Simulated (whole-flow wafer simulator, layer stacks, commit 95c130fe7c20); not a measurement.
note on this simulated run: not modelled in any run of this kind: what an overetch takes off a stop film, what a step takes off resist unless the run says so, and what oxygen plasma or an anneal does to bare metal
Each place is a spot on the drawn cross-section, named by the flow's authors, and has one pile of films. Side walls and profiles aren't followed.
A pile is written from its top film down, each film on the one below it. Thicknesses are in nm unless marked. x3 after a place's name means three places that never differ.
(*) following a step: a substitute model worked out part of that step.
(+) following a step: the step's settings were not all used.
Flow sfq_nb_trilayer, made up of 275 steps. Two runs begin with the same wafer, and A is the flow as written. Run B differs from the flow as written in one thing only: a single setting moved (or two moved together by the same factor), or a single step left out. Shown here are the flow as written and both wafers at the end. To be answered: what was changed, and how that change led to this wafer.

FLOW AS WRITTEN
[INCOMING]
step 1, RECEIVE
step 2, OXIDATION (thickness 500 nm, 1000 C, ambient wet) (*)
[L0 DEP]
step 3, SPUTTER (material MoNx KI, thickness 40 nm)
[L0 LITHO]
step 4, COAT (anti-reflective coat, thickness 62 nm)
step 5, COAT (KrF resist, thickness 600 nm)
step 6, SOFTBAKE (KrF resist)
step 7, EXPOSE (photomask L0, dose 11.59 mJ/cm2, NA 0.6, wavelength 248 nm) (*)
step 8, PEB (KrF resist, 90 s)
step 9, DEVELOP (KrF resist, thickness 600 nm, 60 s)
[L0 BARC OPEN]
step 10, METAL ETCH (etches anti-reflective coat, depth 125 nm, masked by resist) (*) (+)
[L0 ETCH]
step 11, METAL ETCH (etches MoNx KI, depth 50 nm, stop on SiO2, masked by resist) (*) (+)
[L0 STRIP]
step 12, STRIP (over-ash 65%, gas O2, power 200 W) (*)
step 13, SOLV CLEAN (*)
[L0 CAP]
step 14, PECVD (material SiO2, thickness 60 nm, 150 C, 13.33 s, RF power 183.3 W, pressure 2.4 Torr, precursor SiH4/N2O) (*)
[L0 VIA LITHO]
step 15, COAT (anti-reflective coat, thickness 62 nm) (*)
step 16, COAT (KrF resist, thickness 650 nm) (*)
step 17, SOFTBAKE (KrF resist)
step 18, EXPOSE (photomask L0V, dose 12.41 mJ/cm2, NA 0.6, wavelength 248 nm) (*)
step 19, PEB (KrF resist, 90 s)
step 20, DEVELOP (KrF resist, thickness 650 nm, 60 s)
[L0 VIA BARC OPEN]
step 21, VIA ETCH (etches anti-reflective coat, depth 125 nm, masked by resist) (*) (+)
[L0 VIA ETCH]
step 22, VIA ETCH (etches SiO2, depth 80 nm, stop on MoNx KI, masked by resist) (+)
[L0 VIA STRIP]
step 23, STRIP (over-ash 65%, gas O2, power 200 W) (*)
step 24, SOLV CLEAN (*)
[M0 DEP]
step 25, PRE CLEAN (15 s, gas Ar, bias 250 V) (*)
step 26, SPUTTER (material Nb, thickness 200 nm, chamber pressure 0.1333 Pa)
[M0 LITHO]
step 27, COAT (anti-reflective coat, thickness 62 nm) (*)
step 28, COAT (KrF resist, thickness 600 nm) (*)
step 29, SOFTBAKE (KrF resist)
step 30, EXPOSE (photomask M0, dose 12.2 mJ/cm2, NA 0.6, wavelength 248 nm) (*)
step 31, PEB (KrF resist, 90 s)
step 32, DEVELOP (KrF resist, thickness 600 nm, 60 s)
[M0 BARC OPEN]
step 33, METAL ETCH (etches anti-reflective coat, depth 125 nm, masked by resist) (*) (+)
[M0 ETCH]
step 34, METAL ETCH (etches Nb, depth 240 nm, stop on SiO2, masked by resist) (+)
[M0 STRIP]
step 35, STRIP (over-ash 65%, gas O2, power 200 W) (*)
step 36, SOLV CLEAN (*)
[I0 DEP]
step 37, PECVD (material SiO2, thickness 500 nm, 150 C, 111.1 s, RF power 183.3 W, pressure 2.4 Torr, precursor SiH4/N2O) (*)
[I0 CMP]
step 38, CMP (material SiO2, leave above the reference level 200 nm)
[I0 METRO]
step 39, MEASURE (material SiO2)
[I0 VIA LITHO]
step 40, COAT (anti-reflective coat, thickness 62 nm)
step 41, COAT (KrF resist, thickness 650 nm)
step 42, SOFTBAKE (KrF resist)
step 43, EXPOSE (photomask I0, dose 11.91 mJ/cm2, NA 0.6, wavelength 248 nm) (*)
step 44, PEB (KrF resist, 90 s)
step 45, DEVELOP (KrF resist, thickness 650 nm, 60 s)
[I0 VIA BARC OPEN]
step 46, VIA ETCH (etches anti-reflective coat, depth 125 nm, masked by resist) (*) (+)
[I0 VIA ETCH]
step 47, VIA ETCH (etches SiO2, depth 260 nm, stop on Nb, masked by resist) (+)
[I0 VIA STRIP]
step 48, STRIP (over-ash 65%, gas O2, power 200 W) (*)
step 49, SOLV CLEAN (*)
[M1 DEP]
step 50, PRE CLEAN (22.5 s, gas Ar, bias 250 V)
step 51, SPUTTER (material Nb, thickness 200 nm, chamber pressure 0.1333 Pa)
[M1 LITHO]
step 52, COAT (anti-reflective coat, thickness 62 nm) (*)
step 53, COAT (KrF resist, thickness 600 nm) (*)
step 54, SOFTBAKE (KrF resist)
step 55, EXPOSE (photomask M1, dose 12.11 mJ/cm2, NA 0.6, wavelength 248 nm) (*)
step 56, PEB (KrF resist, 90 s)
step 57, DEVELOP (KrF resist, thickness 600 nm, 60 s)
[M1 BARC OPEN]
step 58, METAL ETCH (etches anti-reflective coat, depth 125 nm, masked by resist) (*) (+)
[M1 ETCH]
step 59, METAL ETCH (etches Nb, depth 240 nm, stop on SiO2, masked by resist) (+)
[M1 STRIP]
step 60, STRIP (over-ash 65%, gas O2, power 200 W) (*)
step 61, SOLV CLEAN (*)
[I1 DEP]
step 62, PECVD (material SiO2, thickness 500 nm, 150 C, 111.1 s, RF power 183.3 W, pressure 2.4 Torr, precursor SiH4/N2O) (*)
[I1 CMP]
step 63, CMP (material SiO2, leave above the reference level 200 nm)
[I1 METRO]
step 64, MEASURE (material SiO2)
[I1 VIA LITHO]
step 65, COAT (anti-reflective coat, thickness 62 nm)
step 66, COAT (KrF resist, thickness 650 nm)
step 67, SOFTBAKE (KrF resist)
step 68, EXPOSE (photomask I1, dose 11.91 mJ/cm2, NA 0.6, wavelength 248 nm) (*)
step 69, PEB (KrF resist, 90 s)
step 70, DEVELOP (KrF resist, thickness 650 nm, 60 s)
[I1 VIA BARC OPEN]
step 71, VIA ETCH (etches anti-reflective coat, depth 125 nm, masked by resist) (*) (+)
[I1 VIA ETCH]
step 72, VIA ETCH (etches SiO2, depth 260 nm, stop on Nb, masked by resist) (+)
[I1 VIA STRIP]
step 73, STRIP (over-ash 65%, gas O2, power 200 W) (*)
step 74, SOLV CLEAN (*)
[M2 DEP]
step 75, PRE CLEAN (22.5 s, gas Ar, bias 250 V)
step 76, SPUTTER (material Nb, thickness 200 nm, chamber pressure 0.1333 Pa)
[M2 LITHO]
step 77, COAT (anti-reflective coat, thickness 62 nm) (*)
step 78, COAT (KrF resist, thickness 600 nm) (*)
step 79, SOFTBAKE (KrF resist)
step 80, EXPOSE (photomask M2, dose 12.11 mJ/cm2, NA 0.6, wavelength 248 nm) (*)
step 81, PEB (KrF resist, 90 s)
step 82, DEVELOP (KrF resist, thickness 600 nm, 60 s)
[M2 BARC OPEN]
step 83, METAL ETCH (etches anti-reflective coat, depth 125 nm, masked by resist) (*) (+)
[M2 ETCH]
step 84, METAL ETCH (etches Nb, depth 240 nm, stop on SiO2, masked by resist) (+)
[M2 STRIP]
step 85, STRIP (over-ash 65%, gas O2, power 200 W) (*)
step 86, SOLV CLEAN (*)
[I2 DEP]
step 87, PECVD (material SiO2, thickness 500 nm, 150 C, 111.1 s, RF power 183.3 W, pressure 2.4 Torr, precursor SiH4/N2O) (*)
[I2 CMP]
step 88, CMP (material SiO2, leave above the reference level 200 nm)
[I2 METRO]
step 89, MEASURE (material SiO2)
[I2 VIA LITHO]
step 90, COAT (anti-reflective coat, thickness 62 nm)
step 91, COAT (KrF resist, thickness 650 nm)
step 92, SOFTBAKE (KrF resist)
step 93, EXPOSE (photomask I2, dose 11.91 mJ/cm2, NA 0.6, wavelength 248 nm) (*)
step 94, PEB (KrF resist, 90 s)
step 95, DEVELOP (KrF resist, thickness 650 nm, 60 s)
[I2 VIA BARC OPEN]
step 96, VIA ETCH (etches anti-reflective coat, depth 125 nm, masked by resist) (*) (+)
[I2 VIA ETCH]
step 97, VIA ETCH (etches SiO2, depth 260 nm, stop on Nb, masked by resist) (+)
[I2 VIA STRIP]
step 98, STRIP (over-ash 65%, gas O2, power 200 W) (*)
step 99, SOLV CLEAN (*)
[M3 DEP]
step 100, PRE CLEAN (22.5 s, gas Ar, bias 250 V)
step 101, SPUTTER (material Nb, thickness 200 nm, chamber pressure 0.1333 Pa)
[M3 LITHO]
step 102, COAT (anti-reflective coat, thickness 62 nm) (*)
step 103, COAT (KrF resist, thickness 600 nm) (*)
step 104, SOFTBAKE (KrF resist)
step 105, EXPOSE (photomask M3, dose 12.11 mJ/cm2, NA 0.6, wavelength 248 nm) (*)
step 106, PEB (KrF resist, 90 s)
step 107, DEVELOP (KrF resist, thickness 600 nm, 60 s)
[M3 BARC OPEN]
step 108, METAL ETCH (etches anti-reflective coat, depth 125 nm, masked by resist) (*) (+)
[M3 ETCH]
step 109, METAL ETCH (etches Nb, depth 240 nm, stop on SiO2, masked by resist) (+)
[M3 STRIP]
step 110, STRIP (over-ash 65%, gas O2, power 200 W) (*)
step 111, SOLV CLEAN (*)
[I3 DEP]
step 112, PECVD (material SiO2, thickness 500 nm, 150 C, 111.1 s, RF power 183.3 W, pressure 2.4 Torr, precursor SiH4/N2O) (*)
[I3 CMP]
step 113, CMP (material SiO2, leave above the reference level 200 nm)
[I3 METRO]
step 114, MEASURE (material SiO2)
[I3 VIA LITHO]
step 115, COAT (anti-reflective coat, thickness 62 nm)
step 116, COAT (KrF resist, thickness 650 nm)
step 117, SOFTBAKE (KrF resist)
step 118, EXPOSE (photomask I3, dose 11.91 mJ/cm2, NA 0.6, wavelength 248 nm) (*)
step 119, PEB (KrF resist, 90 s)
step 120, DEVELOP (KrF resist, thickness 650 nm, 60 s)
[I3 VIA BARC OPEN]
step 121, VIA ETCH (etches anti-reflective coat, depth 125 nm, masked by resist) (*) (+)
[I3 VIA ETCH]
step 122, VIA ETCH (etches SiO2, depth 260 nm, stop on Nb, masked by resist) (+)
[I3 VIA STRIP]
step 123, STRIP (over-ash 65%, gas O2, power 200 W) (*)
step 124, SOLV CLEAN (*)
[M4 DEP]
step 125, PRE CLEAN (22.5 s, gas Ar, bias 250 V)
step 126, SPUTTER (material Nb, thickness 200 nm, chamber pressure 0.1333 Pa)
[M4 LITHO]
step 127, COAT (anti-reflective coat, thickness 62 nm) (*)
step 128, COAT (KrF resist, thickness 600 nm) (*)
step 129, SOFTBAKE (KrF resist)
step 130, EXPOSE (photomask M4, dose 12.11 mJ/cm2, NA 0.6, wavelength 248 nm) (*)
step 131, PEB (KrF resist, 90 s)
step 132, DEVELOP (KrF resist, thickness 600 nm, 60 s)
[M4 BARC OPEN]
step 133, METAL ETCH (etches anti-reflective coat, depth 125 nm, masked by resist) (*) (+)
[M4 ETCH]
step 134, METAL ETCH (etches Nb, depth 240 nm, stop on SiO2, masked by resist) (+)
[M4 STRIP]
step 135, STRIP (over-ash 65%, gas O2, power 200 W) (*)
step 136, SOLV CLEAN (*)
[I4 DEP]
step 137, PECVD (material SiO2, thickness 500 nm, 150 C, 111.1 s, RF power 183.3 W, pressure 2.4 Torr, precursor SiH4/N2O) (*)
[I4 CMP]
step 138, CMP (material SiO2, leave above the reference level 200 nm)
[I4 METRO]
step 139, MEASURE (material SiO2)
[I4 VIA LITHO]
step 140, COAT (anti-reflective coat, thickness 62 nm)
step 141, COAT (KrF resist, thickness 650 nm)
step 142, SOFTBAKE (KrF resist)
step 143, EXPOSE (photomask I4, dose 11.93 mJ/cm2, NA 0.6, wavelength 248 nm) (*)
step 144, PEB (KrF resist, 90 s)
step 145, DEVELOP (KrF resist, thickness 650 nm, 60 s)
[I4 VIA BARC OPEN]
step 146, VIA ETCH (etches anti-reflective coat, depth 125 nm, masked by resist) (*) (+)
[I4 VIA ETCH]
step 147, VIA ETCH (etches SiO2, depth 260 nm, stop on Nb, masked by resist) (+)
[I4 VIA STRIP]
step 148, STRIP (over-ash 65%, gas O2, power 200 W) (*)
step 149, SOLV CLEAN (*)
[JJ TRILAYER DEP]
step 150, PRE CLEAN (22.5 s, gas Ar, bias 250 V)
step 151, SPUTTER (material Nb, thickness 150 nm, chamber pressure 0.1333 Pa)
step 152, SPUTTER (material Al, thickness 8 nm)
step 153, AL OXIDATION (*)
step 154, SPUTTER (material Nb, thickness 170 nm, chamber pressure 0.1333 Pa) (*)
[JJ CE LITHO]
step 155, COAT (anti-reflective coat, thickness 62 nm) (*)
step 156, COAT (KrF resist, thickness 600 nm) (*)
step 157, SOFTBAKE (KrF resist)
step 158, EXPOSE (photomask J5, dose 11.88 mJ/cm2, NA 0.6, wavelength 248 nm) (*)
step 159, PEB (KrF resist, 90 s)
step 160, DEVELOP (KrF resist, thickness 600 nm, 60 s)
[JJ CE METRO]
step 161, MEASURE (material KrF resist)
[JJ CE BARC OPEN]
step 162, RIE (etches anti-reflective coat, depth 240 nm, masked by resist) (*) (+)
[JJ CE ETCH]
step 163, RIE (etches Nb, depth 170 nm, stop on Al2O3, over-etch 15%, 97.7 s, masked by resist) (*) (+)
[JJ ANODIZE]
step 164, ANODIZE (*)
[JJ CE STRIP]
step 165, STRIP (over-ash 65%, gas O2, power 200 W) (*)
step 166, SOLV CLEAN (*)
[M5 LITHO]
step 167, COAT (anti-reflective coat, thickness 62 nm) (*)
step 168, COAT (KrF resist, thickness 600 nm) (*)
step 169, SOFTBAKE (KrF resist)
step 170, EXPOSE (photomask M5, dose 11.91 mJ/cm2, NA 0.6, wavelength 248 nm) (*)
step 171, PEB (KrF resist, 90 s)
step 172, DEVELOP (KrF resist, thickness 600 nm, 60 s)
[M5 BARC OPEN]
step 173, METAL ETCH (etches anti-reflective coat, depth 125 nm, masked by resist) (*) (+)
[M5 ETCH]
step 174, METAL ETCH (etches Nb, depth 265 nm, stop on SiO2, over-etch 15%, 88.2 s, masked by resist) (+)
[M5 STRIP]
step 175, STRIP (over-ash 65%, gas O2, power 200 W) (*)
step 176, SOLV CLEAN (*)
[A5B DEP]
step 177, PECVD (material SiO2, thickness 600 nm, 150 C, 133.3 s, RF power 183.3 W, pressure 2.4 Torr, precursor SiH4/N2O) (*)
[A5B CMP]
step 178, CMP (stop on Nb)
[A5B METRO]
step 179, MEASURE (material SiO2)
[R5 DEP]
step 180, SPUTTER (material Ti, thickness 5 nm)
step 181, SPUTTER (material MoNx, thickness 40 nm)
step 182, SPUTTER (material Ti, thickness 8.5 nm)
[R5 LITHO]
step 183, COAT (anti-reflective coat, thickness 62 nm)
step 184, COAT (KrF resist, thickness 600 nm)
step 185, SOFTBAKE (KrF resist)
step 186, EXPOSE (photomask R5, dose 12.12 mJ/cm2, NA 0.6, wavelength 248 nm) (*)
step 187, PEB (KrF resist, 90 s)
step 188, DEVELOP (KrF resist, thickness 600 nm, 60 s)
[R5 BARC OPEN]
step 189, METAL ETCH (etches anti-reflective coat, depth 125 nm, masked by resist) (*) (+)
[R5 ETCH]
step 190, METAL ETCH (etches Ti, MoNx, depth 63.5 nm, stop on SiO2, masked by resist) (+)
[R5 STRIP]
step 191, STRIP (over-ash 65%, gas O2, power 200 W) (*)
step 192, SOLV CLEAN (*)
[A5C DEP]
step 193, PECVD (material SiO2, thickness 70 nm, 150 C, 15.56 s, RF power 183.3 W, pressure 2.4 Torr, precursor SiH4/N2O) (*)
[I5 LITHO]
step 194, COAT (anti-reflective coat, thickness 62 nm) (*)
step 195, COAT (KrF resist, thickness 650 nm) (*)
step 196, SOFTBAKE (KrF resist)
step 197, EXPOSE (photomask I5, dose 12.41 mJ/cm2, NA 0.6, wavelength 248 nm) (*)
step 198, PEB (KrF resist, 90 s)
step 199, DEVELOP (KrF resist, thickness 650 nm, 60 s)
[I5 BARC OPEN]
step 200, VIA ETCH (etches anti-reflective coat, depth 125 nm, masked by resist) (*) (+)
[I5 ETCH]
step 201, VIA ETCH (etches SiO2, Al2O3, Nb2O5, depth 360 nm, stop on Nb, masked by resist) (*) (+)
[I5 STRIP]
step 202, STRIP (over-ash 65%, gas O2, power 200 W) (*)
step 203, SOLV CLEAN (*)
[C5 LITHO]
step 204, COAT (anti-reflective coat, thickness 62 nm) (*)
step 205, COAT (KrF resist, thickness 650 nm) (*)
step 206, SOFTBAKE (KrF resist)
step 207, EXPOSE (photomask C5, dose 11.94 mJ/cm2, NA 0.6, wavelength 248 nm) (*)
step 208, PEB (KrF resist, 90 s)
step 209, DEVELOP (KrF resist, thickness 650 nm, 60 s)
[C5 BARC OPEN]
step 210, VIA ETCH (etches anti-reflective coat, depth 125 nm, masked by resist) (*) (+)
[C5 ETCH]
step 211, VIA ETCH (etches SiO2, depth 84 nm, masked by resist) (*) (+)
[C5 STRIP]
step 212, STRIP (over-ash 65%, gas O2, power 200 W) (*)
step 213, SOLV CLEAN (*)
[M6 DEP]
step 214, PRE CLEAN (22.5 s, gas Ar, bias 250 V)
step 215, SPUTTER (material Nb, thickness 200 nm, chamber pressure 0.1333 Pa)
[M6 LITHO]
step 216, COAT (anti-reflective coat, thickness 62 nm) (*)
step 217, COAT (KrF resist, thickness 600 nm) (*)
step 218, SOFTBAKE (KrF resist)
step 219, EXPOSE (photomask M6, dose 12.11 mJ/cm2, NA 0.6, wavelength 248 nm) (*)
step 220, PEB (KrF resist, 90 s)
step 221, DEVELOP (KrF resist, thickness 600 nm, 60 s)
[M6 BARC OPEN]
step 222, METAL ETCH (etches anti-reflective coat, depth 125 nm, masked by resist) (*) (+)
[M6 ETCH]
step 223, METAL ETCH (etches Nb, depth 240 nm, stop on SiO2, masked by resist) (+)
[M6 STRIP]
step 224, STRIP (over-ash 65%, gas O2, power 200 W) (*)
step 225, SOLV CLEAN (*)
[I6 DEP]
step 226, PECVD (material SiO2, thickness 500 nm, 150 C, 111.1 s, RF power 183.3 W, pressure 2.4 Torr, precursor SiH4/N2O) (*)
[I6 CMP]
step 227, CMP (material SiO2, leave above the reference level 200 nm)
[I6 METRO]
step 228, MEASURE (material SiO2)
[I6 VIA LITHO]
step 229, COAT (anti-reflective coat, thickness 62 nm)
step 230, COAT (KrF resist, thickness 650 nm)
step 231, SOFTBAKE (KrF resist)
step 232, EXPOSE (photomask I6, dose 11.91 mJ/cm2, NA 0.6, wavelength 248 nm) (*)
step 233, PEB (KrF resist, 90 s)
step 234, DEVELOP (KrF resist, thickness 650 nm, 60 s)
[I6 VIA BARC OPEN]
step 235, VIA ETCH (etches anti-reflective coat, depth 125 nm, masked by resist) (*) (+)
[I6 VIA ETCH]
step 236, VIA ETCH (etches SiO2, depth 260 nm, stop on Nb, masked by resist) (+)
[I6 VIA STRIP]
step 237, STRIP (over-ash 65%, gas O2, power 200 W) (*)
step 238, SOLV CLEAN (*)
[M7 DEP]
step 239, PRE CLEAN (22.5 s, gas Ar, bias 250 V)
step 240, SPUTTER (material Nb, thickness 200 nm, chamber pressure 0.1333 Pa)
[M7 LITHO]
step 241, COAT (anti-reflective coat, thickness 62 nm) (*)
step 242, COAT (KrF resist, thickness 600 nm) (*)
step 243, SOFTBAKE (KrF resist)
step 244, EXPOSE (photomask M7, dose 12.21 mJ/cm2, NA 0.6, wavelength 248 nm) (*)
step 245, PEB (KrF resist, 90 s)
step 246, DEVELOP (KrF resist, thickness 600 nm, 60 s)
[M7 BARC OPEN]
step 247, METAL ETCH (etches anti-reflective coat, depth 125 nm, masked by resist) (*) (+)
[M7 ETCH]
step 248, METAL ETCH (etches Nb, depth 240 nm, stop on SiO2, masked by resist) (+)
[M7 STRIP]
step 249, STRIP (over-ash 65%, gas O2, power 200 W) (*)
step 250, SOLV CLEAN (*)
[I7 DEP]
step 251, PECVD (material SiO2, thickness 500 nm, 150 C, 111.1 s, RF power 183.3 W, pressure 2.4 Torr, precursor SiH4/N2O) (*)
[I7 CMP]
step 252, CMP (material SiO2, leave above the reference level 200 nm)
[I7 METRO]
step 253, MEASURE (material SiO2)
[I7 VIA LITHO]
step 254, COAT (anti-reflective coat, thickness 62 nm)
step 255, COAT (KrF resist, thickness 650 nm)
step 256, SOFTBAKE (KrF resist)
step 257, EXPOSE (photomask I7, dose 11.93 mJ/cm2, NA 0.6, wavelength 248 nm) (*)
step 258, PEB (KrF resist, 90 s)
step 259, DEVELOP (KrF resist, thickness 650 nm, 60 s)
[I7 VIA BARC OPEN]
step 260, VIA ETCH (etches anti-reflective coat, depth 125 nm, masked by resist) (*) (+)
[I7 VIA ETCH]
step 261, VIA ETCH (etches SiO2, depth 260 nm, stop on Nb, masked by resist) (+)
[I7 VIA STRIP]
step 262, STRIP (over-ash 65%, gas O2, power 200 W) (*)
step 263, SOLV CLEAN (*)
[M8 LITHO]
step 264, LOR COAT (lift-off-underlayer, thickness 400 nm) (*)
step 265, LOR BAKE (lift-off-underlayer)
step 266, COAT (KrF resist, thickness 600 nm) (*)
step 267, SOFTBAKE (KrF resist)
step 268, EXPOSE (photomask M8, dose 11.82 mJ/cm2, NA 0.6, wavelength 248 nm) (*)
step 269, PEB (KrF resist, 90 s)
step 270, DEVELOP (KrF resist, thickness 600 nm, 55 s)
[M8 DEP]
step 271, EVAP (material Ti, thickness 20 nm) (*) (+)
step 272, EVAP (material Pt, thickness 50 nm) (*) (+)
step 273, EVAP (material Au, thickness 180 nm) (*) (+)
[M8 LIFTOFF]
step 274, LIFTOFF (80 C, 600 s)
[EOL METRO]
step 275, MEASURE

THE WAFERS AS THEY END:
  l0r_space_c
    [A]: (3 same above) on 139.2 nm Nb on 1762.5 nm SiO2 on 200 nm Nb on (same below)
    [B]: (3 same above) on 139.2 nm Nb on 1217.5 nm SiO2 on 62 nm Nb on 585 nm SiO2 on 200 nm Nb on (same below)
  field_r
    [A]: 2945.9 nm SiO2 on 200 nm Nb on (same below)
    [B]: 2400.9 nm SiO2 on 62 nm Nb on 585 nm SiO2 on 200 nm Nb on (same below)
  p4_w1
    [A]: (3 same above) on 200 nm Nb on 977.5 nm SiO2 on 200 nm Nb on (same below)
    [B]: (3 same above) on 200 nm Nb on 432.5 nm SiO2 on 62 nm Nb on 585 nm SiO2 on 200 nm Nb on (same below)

Cause: step 76, SPUTTER: thickness 302 nm was run, whereas the flow has thickness 200 nm.

Step by step, how the change led to this:
  step 76, SPUTTER (material Nb, thickness 200 nm, chamber pressure 0.1333 Pa)
      field_l, v_sur, via_wl and 102 more: A Nb gains 200 (new film) | B Nb gains 302 (new film)
      via_v: A Nb gains 174.5 | B Nb gains 265.1
  step 84, METAL ETCH (etches Nb, depth 240 nm, stop on SiO2, masked by resist) (+)
      field_l, be, be_sur and 81 more: A Nb loses 200 (all of it) | B Nb loses 240
  step 87, PECVD (material SiO2, thickness 500 nm, 150 C, 111.1 s, RF power 183.3 W, pressure 2.4 Torr, precursor SiH4/N2O) (*)
      field_l, be, be_sur and 81 more: A SiO2 gains 500 | B SiO2 gains 500 (new film)
      via_v: A SiO2 gains 606 (new film) | B SiO2 gains 592.9 (new film)
  step 88, CMP (material SiO2, leave above the reference level 200 nm)
      field_l, be, be_sur and 81 more: A SiO2 loses 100 | B SiO2 loses 60
      via_v: A SiO2 loses 181.6 | B SiO2 loses 157.1
Taking metal films that touch as one body, l0r_space_c has 3 bodies (between them, from the top down: SiO2 1217.5; SiO2 585); the flow as written gives 2 bodies (between them, from the top down: SiO2 1762.5).
Taking metal films that touch as one body, field_r has 2 bodies (between them, from the top down: SiO2 585); the flow as written gives 1 body.
Taking metal films that touch as one body, p4_w1 has 4 bodies (between them, from the top down: SiO2 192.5; SiO2 432.5; SiO2 585); the flow as written gives 3 bodies (between them, from the top down: SiO2 192.5; SiO2 977.5).
